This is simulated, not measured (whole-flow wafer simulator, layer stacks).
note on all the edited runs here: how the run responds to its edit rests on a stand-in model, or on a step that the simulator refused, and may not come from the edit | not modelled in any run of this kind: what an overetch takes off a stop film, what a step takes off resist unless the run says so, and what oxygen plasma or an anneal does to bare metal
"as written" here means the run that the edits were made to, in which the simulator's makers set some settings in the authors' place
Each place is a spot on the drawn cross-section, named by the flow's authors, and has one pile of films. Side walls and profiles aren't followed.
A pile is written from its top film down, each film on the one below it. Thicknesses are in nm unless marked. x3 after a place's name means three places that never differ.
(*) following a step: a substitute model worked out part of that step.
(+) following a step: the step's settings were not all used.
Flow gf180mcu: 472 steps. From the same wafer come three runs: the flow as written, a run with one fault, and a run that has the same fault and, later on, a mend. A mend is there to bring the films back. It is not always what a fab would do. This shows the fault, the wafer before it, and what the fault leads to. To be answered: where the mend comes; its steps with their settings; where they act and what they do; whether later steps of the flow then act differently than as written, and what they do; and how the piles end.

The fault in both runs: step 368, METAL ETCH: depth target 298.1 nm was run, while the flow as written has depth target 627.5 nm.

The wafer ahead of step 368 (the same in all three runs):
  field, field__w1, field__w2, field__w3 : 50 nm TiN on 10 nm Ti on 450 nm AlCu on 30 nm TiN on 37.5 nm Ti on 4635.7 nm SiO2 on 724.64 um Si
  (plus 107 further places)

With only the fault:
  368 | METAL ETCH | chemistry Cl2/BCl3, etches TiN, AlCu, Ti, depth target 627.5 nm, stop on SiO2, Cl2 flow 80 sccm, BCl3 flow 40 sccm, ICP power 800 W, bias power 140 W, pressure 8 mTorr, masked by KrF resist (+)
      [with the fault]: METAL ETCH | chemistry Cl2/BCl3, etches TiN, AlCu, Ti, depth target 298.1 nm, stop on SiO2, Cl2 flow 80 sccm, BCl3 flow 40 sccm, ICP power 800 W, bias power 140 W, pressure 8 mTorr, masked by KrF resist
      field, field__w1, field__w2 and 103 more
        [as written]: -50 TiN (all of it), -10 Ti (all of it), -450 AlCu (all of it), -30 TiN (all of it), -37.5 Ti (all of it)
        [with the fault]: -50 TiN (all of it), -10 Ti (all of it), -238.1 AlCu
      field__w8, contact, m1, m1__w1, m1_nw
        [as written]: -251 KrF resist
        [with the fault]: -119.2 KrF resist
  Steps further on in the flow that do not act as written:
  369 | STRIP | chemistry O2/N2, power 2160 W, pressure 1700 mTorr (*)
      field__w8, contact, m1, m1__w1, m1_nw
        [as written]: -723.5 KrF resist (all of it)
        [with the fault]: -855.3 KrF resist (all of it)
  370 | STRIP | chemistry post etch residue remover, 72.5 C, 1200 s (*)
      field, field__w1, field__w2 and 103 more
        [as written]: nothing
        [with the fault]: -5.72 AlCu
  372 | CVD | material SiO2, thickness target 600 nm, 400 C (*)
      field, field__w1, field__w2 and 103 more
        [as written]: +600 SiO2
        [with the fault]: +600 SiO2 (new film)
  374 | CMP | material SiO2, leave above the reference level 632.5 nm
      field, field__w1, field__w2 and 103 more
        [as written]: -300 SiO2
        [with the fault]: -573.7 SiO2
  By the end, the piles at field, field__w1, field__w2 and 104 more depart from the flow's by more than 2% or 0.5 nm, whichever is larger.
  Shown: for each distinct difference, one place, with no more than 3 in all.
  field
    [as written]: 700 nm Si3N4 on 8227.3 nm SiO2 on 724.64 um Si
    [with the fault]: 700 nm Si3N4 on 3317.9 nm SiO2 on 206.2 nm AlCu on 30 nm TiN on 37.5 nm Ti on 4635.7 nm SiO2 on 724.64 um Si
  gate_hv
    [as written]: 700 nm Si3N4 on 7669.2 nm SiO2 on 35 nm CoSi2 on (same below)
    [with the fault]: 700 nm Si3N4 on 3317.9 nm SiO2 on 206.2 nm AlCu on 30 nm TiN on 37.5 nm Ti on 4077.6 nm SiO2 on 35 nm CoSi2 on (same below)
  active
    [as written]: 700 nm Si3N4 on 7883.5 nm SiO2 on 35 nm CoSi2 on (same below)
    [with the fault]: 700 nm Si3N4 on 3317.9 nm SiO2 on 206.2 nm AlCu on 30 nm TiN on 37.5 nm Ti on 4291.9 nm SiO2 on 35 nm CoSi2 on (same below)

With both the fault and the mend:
  After step 370 comes the mend.
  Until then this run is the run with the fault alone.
  370a | DEHYDRATE | 200 C, 60 s (the flow's step 361 again)
      does not change any film at any place that is followed
  370b | HMDS | 120 C, 60 s (the flow's step 362 again)
      does not change any film at any place that is followed
  370c | COAT | KrF resist, thickness 1000 nm (*) (the flow's step 363 again)
      iso_ptap_pw, iso_ntap_nw, iso_nw_fld and 33 more
        +1000 KrF resist (new film)
      field_sub__w2, field_sub__w4, ld_sd_n and 13 more
        +1001.9 KrF resist (new film)
      field__w5, field__w6, field__w9 and 9 more
        +1002 KrF resist (new film)
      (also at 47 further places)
  370d | SOFTBAKE | KrF resist (the flow's step 364 again)
      does not change any film at any place that is followed
  370e | EXPOSE | photomask Metal4 (the flow's step 365 again)
      does not change any film at any place that is followed
  370f | PEB | KrF resist, 135 C, 90 s (the flow's step 366 again)
      field__w1, field__w2, field__w3 and 58 more
        -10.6 KrF resist
      iso_ptap_pw, iso_ntap_nw, iso_nw_fld and 33 more
        -10.5 KrF resist
      sd_p, gate_p, nw_sep_fld, polyc_n
        -10.7 KrF resist
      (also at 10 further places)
  370g | DEVELOP | thickness 1000 nm, 60 s (the flow's step 367 again)
      iso_ptap_pw, iso_ntap_nw, iso_nw_fld and 33 more
        -989.5 KrF resist (all of it)
      field__w5, field__w6, field__w9 and 12 more
        -991.4 KrF resist (all of it)
      field__w10, field_sub, field_sub__w1 and 9 more
        -991.5 KrF resist (all of it)
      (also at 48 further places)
  370h | METAL ETCH | chemistry Cl2/BCl3, etches TiN, AlCu, Ti, depth target 329.4 nm, stop on SiO2, Cl2 flow 80 sccm, BCl3 flow 40 sccm, ICP power 800 W, bias power 140 W, pressure 8 mTorr, masked by KrF resist (+) (the flow's step 368 again, with other settings)
      field, field__w1, field__w2 and 103 more
        -206.2 AlCu (all of it), -30 TiN (all of it), -37.5 Ti (all of it)
      field__w8, contact, m1, m1__w1, m1_nw
        -131.8 KrF resist
  370i | STRIP | chemistry O2/N2, power 2160 W, pressure 1700 mTorr (*) (the flow's step 369 again)
      field__w8
        -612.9 KrF resist (all of it)
      contact
        -611.2 KrF resist (all of it)
      m1
        -612.8 KrF resist (all of it)
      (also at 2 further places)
  370j | STRIP | chemistry post etch residue remover, 72.5 C, 1200 s (*) (the flow's step 370 again)
      field__w8, contact, m1, m1__w1, m1_nw
        -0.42 TiN
  Every later step of the flow that is run acts as written, at every place that is followed, to within 2% or 0.5 nm, whichever is larger.
  At the end the piles are close to the flow's at the places that both follow, differing by at most 2% or 0.5 nm, whichever is larger.
